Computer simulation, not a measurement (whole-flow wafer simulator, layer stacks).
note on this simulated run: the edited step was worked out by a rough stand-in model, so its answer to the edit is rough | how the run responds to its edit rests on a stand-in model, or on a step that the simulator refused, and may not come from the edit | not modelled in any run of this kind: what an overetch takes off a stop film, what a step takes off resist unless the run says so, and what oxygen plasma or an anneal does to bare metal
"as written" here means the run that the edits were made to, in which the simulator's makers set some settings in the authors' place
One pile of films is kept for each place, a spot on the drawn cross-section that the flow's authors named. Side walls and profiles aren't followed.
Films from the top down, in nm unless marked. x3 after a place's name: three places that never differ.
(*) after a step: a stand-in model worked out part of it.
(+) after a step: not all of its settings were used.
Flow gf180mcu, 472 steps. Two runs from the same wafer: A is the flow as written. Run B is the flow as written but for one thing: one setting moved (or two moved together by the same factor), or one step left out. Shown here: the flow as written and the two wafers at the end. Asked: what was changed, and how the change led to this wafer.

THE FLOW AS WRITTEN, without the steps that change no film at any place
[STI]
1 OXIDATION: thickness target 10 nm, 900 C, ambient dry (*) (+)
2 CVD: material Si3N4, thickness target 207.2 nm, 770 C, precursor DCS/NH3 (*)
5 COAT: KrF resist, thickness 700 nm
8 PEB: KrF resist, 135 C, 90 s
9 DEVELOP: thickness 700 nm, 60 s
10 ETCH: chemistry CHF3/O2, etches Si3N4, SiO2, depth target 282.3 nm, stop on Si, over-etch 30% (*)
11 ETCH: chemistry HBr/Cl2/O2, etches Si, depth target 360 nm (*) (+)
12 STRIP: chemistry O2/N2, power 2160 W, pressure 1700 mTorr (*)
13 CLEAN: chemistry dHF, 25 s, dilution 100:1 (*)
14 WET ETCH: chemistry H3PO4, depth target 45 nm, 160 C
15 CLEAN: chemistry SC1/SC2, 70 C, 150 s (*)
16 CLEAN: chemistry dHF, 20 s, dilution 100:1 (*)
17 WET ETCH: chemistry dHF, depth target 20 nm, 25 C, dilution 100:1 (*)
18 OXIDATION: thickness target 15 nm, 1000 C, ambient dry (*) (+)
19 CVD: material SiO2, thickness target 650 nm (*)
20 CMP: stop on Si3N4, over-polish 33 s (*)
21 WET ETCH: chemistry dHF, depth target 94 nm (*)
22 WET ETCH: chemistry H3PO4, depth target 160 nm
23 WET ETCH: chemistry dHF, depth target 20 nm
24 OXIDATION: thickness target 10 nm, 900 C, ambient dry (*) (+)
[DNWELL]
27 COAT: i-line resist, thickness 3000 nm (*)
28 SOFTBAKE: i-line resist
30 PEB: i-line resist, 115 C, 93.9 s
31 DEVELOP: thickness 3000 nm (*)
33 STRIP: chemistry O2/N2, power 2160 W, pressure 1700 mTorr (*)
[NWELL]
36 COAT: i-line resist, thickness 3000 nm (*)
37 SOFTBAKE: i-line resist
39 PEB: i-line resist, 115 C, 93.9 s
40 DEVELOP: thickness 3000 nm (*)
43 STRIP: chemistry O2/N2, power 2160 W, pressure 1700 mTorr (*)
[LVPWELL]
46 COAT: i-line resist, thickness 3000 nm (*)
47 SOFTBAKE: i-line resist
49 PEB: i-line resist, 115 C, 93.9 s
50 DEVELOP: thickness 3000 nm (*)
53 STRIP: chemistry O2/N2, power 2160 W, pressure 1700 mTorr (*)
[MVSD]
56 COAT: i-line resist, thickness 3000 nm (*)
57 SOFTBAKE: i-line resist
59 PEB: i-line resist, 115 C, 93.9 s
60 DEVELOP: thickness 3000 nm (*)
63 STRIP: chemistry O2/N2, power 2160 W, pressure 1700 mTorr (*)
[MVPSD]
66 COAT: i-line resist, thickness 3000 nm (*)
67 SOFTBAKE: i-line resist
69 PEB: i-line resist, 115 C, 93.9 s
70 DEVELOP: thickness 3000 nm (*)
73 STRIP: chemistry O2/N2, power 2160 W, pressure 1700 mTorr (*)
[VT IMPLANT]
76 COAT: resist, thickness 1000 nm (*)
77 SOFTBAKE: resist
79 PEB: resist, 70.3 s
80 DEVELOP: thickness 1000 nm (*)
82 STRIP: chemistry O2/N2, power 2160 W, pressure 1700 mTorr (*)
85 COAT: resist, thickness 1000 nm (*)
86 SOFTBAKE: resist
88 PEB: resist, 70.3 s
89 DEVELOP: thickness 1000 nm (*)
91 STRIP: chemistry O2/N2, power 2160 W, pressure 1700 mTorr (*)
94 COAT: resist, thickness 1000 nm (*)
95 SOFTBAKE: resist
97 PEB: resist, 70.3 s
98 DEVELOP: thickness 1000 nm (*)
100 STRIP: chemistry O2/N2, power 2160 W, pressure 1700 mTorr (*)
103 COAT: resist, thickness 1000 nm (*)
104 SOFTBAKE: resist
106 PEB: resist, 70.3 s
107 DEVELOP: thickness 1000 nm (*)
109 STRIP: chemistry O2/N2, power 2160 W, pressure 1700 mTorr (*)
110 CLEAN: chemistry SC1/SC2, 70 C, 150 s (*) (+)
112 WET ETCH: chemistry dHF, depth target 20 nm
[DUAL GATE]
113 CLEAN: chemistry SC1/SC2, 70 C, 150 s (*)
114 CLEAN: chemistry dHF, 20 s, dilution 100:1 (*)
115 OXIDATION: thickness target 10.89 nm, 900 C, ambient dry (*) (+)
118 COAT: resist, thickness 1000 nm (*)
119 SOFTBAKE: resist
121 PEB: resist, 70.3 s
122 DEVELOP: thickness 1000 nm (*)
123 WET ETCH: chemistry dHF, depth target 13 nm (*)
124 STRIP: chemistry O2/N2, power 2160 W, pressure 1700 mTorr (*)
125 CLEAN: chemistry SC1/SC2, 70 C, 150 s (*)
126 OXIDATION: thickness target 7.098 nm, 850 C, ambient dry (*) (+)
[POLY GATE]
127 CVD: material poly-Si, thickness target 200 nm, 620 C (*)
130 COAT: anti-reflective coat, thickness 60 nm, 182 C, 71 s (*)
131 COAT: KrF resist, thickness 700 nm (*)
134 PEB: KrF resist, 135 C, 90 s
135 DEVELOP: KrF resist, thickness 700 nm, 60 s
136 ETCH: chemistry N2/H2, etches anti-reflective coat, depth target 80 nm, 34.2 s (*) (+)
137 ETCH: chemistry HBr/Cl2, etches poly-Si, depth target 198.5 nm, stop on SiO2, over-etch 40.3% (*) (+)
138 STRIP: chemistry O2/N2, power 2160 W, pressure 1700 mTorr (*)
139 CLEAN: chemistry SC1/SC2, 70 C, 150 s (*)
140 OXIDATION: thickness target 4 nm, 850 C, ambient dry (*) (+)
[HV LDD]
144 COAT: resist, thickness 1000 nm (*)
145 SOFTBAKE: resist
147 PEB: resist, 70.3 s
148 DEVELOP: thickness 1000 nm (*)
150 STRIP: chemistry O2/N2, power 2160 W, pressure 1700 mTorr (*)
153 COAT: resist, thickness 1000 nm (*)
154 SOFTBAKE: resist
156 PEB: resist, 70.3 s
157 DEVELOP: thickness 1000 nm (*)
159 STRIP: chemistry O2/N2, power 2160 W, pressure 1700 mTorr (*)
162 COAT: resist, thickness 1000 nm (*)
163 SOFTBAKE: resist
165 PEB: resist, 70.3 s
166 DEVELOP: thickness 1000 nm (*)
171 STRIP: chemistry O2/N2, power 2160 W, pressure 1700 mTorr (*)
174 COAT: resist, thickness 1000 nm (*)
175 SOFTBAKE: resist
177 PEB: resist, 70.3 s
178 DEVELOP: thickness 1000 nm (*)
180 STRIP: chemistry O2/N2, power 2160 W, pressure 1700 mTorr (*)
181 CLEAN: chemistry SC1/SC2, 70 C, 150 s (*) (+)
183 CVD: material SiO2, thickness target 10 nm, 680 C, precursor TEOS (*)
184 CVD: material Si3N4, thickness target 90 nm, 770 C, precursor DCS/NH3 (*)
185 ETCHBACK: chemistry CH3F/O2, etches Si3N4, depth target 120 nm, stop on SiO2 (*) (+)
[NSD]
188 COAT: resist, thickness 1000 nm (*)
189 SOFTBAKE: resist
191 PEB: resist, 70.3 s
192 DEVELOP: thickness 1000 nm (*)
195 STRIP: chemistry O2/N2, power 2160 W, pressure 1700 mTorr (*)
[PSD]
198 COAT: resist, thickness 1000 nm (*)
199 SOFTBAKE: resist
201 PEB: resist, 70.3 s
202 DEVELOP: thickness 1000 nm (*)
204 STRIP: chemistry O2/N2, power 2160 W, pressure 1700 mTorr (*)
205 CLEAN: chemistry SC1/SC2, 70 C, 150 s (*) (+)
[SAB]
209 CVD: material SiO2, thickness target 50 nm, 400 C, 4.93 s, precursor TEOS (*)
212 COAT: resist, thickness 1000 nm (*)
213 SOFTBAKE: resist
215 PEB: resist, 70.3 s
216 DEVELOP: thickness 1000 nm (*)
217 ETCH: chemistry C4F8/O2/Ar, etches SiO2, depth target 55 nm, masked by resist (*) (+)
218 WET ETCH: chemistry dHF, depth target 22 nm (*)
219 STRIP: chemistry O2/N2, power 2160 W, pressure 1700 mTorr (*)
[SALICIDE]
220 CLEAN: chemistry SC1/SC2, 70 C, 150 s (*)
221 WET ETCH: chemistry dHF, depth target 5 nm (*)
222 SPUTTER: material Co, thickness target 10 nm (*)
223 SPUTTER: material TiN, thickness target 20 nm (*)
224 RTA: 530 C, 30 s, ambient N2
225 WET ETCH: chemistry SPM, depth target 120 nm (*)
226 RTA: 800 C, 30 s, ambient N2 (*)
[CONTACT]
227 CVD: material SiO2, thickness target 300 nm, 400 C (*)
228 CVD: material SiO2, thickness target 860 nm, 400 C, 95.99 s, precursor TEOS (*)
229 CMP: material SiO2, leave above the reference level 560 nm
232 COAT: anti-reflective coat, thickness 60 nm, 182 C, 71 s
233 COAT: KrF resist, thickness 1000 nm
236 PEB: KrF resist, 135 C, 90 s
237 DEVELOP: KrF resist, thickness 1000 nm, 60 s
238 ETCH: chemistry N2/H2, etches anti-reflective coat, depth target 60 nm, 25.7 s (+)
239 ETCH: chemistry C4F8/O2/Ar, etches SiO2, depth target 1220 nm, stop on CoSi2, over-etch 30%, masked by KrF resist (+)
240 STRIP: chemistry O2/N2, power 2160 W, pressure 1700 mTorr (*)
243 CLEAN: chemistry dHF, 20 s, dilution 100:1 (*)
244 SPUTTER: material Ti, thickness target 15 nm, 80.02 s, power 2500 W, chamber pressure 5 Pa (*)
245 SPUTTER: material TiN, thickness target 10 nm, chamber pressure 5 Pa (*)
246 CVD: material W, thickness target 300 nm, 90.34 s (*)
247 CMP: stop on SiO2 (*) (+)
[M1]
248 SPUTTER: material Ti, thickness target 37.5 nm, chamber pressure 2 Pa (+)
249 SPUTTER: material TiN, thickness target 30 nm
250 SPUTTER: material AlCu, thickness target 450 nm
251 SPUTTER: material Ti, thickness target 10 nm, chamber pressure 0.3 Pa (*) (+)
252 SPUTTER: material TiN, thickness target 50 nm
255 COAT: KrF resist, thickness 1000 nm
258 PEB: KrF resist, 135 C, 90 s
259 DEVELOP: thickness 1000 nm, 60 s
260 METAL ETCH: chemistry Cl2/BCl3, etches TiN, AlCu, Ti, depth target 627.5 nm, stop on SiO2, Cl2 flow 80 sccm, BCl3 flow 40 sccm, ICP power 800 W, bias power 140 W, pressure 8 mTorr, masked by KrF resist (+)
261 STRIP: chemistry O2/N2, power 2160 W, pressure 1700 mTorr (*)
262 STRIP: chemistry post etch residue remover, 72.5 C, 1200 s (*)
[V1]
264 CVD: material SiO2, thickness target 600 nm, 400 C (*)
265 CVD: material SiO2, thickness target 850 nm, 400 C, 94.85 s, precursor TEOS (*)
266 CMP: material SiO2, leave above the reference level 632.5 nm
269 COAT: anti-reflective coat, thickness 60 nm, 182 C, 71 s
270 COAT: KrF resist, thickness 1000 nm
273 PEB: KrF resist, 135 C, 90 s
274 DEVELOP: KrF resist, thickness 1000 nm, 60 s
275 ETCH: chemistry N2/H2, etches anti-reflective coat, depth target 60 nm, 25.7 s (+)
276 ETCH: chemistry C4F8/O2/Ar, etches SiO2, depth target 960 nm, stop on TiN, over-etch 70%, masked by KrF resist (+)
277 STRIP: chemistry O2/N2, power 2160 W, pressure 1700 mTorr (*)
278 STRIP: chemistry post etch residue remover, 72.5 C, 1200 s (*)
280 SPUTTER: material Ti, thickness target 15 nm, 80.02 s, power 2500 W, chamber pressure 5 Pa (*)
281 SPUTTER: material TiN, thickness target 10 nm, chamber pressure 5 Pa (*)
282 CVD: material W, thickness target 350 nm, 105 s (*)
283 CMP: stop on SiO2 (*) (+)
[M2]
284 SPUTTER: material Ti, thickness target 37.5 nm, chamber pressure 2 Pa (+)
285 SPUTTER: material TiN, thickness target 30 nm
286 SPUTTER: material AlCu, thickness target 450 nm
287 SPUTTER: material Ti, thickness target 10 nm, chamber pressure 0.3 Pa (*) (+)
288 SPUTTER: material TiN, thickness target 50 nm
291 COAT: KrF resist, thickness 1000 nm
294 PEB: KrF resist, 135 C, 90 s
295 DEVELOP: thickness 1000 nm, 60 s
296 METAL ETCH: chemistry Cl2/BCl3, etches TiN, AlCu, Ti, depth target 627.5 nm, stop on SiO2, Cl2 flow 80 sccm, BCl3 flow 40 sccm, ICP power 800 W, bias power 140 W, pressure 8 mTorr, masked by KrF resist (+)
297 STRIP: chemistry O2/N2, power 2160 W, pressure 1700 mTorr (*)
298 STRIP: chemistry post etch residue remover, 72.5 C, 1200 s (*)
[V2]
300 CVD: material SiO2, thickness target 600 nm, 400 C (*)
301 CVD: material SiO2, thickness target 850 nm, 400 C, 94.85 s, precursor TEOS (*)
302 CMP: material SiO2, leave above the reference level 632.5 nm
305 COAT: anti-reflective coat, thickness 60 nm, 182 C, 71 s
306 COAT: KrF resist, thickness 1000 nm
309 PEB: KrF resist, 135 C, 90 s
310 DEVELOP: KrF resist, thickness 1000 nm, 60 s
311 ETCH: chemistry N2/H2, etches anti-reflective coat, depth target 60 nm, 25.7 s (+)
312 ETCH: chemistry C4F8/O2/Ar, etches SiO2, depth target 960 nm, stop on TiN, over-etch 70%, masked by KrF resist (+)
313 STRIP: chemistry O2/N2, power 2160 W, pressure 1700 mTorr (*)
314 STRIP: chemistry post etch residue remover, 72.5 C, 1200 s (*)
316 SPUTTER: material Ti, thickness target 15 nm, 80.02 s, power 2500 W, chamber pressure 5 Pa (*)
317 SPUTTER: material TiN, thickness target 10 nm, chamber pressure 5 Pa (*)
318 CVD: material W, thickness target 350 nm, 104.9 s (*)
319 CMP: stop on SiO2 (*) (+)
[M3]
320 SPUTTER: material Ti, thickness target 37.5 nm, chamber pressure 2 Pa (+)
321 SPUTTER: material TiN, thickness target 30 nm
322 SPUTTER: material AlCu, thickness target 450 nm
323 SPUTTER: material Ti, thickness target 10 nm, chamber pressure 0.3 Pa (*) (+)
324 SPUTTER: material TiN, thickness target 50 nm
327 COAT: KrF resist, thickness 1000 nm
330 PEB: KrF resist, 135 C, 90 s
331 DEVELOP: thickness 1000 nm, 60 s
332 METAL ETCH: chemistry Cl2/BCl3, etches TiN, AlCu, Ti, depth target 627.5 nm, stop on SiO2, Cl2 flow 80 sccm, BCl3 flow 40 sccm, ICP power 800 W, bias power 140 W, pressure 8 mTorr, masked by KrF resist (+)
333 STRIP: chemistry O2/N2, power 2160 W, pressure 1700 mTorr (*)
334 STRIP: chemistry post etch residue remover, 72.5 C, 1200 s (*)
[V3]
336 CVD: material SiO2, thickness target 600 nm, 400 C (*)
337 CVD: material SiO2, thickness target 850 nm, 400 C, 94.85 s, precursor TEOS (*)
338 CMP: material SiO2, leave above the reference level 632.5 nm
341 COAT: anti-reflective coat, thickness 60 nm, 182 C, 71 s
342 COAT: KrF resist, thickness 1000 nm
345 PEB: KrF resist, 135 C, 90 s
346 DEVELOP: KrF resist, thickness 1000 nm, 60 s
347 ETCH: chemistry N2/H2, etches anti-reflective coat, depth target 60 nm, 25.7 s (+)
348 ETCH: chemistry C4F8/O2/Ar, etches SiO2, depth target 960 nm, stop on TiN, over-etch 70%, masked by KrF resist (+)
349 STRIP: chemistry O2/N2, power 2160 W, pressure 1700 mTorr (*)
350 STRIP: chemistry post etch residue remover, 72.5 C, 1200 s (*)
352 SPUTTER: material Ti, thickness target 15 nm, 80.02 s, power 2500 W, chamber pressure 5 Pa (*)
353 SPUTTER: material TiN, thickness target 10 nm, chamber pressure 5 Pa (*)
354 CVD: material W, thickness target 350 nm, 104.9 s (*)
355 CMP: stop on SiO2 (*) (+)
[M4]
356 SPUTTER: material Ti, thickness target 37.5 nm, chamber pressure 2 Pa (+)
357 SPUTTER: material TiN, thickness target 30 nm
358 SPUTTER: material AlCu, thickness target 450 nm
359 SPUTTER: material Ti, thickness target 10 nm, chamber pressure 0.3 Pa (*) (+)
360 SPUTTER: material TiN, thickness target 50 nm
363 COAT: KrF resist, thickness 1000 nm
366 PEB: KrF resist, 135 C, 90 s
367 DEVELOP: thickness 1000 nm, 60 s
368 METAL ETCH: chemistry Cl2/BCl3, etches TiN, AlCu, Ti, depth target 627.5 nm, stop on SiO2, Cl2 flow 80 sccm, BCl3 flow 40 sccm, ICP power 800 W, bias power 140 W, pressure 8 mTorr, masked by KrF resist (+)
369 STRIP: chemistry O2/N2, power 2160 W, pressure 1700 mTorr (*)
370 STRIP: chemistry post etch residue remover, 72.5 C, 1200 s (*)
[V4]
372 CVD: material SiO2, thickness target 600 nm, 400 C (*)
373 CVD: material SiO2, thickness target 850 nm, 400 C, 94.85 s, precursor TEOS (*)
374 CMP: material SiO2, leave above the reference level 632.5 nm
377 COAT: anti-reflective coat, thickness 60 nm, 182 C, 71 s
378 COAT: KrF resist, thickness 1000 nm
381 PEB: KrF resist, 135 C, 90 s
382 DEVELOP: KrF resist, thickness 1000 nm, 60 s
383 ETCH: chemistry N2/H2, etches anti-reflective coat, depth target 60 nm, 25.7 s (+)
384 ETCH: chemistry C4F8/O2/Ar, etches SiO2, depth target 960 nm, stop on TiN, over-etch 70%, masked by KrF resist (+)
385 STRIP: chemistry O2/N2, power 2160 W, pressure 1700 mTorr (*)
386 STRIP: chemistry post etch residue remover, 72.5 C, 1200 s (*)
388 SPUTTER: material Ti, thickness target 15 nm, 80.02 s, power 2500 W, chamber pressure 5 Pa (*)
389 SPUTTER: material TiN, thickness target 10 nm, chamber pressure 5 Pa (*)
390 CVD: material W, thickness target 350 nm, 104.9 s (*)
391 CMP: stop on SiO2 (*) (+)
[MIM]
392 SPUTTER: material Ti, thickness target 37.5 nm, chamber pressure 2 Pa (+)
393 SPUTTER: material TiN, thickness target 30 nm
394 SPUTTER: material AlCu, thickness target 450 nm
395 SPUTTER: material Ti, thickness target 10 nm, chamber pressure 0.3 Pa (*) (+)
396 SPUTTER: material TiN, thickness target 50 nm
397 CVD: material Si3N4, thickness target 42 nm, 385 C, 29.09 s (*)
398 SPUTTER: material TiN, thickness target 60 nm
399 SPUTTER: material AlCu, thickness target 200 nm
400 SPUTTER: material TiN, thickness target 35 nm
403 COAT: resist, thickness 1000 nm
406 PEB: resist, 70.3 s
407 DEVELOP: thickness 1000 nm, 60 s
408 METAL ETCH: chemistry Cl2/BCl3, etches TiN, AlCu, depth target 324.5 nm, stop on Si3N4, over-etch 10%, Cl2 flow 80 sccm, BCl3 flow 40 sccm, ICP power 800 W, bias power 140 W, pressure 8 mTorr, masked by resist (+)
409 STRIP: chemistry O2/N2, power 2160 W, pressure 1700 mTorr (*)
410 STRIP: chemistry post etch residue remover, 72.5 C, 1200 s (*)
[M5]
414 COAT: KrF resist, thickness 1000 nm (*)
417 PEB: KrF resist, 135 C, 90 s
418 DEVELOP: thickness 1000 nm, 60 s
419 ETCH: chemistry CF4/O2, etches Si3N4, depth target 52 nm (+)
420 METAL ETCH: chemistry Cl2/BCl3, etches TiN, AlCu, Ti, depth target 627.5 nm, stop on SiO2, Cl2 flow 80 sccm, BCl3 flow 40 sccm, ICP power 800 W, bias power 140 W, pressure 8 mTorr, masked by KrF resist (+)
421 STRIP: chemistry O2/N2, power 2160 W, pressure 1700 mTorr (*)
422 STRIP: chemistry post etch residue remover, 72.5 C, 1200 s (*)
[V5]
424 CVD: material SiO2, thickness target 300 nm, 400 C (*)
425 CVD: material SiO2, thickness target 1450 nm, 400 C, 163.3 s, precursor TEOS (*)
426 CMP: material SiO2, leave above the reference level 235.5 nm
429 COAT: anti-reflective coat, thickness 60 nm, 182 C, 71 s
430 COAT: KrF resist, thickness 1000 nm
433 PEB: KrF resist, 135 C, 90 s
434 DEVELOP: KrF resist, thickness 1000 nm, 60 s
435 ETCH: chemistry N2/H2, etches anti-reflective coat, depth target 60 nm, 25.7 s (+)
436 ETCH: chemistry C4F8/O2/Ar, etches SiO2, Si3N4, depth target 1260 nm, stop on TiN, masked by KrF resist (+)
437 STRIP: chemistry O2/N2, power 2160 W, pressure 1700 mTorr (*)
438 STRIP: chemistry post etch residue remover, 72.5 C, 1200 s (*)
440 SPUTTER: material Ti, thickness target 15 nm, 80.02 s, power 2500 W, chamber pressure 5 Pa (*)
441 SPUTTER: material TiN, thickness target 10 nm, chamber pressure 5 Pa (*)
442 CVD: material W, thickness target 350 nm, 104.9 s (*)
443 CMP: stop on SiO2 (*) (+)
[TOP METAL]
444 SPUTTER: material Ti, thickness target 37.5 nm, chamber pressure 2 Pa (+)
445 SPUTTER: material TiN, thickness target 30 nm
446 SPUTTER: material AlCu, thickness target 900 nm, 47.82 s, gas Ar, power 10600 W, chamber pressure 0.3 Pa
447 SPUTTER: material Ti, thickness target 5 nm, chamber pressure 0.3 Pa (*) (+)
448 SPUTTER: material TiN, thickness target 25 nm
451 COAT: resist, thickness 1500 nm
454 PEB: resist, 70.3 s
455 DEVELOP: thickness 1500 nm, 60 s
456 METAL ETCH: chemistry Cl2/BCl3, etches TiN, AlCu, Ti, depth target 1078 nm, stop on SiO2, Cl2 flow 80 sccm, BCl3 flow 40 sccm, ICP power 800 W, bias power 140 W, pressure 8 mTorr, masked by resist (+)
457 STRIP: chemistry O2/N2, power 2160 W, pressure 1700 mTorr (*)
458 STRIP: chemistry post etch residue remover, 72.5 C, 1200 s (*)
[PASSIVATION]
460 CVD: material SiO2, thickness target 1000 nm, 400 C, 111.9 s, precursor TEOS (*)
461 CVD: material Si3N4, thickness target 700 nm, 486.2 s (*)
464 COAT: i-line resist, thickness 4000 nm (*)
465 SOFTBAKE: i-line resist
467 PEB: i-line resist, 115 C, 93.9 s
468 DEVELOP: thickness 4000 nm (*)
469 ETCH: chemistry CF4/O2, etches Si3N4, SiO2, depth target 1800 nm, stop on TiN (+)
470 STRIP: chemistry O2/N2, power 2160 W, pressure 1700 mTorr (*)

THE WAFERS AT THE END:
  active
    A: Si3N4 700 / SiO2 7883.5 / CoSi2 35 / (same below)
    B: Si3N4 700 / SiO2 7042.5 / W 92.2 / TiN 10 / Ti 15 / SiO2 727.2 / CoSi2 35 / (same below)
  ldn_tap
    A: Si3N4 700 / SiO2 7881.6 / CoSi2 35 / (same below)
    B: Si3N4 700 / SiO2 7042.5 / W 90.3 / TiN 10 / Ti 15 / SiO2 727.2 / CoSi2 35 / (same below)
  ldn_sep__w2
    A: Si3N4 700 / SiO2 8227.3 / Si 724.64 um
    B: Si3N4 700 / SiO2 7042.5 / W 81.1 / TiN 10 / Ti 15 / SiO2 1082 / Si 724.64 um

The cause: step 228, CVD: thickness target 421 nm was run, where the flow has thickness target 860 nm; step 228, CVD: 47.04 s was run, where the flow has 95.99 s.

How the change led to this, step by step:
  228 CVD: material SiO2, thickness target 860 nm, 400 C, 95.99 s, precursor TEOS (*)
      field, field__w7, field__w8 and 70 more: A SiO2 +860 | B SiO2 +430.6
      field__w3, field__w12: A SiO2 +807.3 | B SiO2 +408
      (and at 36 more places)
  229 CMP: material SiO2, leave above the reference level 560 nm
      ldn_sep__w1, ldn_sep__w2, ldn_dft and 8 more: A SiO2 -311 | B nothing
      active, p_well, sd_n, iso_ptap_pw, iso_ntap_nw, iso_ptap_sub, vpnp_e: A SiO2 -299.9 | B nothing
      (and at 93 more places)
  232 COAT: anti-reflective coat, thickness 60 nm, 182 C, 71 s
      sti, mim_1p0, pad, dice_street: A anti-reflective coat +60 (new film) | B anti-reflective coat +62.2 (new film)
      field__w1, n_well: A anti-reflective coat +60 (new film) | B anti-reflective coat +69.7 (new film)
      (and at 96 more places)
  233 COAT: KrF resist, thickness 1000 nm
      p_well, sti, sd_n, mim_1p0, pad, dice_street: A KrF resist +1000 (new film) | B KrF resist +1021.1 (new film)
      active, spacer: A KrF resist +1000 (new film) | B KrF resist +972.3 (new film)
      (and at 51 more places)
  236 PEB: KrF resist, 135 C, 90 s
      ld_gate_n, ld_gate_p, gate_p_hv5: A KrF resist -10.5 | B KrF resist -9.7
      field_sub, mim: A KrF resist -10.5 | B KrF resist -11.5
      (and at 16 more places)
  237 DEVELOP: KrF resist, thickness 1000 nm, 60 s
      contact: A KrF resist -989.5 (all of it) | B KrF resist -1023.7 (all of it)
      polyc_n: A KrF resist -989.5 (all of it) | B KrF resist -938 (all of it)
      (and at 1 more place)
  238 ETCH: chemistry N2/H2, etches anti-reflective coat, depth target 60 nm, 25.7 s (+)
      contact: A anti-reflective coat -60 (all of it), SiO2 -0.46 | B anti-reflective coat -61.3 (all of it), SiO2 -0.43
      polyc_n: A anti-reflective coat -60 (all of it), SiO2 -0.46 | B anti-reflective coat -16.1 (all of it), SiO2 -1.59
      (and at 1 more place)
  239 ETCH: chemistry C4F8/O2/Ar, etches SiO2, depth target 1220 nm, stop on CoSi2, over-etch 30%, masked by KrF resist (+)
      field, field__w1, field__w2 and 105 more: A KrF resist -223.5 | B KrF resist -187.8
      contact: A SiO2 -859.5 (all of it) | B SiO2 -722.4 (all of it)
  240 STRIP: chemistry O2/N2, power 2160 W, pressure 1700 mTorr (*)
      sti, mim_1p0, pad, dice_street: A KrF resist -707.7 (all of it), anti-reflective coat -60 (all of it) | B KrF resist -764.3 (all of it), anti-reflective coat -62.2 (all of it)
      p_well, sd_n: A KrF resist -707.7 (all of it), anti-reflective coat -60 (all of it) | B KrF resist -764.3 (all of it), anti-reflective coat -59.1 (all of it)
      (and at 102 more places)
  244 SPUTTER: material Ti, thickness target 15 nm, 80.02 s, power 2500 W, chamber pressure 5 Pa (*)
      field__w3, ld_sd_n: A Ti +15 (new film) | B Ti +14.3 (new film)
      field__w12, ld_drift_n: A Ti +15 (new film) | B Ti +13.7 (new film)
      (and at 4 more places)
  245 SPUTTER: material TiN, thickness target 10 nm, chamber pressure 5 Pa (*)
      field__w12: A TiN +10 (new film) | B TiN +9.1 (new film)
      ld_drift_n: A TiN +10 (new film) | B TiN +9.12 (new film)
      (and at 1 more place)
  246 CVD: material W, thickness target 300 nm, 90.34 s (*)
      contact: A W +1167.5 (new film) | B W +1021.6 (new film)
  247 CMP: stop on SiO2 (*) (+)
      gate, gate_hv, gate_p and 23 more: A W -300 (all of it), TiN -10 (all of it), Ti -15 (all of it), SiO2 -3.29 | B W -300 (all of it), TiN -10 (all of it), Ti -15 (all of it)
      ldn_sep__w1, ldn_dft, ldn_out, ldp_sep__w1, ldp_sep__w2, ldp_dft, ldp_out, ldp_fld__w2: A W -300 (all of it), TiN -10 (all of it), Ti -15 (all of it), SiO2 -3.29 | B W -206.6
      (and at 75 more places)
  260 METAL ETCH: chemistry Cl2/BCl3, etches TiN, AlCu, Ti, depth target 627.5 nm, stop on SiO2, Cl2 flow 80 sccm, BCl3 flow 40 sccm, ICP power 800 W, bias power 140 W, pressure 8 mTorr, masked by KrF resist (+)
      field, field__w1, field__w2 and 74 more: A TiN -50 (all of it), Ti -10 (all of it), AlCu -450 (all of it), TiN -30 (all of it), Ti -37.5 (all of it) | B TiN -50 (all of it), Ti -10 (all of it), AlCu -450 (all of it), TiN -30 (all of it), Ti -37.5 (all of it), W -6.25
      spacer: A TiN -50 (all of it), Ti -10 (all of it), AlCu -450 (all of it), TiN -30 (all of it), Ti -37.5 (all of it) | B TiN -50 (all of it), Ti -10 (all of it), AlCu -450 (all of it), TiN -30 (all of it), Ti -37.5 (all of it), TiN -9.47 (all of it), Ti -15 (all of it)
  262 STRIP: chemistry post etch residue remover, 72.5 C, 1200 s (*)
      field, field__w1, field__w2 and 74 more: A nothing | B W -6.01
  264 CVD: material SiO2, thickness target 600 nm, 400 C (*)
      field, field__w1, field__w2 and 74 more: A SiO2 +600 | B SiO2 +600 (new film)
  266 CMP: material SiO2, leave above the reference level 632.5 nm
      field, field__w1, field__w2 and 74 more: A SiO2 -300 | B SiO2 -287.7
      spacer: A SiO2 -300 | B SiO2 -275.5
Counting metal films that touch as one body, active has 2 bodies (between them, from the top down: SiO2 727.2); the flow as written gives 1 body.
Counting metal films that touch as one body, ldn_tap has 2 bodies (between them, from the top down: SiO2 727.2); the flow as written gives 1 body.
Counting metal films that touch as one body, ldn_sep__w2 has 1 body; the flow as written gives 0 bodies.
